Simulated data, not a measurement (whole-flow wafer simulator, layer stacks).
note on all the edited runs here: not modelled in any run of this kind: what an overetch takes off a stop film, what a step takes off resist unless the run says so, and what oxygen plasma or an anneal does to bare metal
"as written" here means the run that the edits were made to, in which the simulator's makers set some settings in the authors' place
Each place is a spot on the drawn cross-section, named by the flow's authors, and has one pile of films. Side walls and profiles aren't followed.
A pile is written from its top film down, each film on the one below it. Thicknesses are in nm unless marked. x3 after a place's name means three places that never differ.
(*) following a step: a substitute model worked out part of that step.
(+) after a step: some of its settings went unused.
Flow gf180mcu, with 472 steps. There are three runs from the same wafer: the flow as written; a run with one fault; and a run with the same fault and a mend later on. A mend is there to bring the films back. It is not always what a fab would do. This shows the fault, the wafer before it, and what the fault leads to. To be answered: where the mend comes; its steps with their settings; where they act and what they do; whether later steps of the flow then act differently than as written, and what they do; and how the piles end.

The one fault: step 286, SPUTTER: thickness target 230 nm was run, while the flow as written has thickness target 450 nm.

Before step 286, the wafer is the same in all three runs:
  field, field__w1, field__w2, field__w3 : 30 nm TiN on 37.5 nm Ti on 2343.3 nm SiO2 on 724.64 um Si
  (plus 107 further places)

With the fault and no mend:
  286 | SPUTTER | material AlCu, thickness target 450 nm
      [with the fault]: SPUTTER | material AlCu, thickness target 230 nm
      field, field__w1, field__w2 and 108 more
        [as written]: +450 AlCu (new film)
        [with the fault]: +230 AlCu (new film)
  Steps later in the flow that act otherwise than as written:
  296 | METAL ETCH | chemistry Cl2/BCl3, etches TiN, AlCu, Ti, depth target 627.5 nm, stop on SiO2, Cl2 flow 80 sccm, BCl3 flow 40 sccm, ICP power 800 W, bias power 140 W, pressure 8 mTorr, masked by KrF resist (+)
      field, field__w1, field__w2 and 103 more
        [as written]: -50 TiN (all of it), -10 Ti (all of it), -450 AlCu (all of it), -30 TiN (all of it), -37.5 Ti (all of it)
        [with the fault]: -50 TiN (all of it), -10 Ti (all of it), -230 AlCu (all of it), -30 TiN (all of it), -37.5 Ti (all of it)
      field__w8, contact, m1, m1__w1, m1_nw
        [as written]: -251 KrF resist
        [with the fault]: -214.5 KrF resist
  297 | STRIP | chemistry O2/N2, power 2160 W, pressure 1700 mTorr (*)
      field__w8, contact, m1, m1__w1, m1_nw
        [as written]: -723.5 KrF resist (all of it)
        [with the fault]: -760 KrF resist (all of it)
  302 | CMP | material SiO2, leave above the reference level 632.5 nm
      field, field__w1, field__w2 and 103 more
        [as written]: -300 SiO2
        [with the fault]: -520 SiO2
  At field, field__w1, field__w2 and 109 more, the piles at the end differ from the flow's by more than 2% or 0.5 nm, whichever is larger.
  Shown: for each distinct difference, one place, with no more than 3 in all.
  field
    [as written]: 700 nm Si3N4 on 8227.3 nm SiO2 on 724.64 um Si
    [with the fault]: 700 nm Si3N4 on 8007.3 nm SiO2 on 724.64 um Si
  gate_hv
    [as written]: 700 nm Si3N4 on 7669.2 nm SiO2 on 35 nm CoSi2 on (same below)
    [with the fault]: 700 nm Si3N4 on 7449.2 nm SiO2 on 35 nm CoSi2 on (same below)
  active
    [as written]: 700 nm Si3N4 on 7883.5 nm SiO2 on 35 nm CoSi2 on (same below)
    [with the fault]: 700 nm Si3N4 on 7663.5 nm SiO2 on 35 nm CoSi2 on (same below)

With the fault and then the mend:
  The mend follows step 286.
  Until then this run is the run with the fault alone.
  286a | SPUTTER | material AlCu, thickness target 220 nm (the flow's step 286 again, with other settings)
      field, field__w1, field__w2 and 108 more
        +220 AlCu
  Later steps of the flow that are run all act as written at every place that is followed.
  By the end, the piles equal the flow's at every place that both follow.
